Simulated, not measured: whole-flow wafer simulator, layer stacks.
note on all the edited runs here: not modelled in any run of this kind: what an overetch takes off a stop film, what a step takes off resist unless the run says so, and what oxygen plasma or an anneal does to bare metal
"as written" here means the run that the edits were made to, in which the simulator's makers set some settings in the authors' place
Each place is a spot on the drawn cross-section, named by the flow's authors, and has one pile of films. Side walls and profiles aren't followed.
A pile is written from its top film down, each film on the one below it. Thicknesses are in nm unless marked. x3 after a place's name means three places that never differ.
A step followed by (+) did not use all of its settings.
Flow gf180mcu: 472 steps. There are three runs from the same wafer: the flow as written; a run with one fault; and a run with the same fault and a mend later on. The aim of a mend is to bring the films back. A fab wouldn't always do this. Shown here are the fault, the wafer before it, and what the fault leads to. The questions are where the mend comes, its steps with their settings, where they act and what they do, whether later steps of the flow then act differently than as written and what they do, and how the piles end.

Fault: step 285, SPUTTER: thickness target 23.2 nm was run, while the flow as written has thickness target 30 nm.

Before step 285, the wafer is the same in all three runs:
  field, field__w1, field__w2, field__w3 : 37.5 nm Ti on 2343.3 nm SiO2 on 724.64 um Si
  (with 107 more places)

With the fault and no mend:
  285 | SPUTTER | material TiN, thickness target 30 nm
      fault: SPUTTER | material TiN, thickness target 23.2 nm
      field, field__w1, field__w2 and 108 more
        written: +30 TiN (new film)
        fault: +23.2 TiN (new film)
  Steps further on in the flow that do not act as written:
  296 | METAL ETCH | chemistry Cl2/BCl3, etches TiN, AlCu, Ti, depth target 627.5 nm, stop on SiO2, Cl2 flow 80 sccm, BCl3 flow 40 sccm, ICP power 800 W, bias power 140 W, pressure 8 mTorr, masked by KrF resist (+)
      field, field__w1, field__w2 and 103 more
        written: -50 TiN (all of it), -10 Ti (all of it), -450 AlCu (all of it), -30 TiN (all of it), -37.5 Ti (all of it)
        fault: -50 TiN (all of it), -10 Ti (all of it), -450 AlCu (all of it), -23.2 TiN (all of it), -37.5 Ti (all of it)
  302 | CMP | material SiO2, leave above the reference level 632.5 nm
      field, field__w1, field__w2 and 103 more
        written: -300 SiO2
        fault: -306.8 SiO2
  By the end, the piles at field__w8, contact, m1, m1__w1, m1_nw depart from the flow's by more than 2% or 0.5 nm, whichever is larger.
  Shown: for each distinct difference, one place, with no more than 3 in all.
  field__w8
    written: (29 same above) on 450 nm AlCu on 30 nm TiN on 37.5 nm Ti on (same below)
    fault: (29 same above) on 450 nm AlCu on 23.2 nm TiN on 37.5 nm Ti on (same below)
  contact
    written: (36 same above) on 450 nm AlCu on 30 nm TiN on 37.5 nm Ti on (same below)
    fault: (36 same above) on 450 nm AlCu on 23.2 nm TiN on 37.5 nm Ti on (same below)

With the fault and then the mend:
  The mend stands after step 285.
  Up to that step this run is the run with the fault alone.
  285a | SPUTTER | material TiN, thickness target 6.8 nm (the flow's step 285 again, with other settings)
      field, field__w1, field__w2 and 108 more
        +6.8 TiN
  Later steps of the flow that are run all act as written at every place that is followed.
  At every place that both follow, the piles at the end match the flow's.
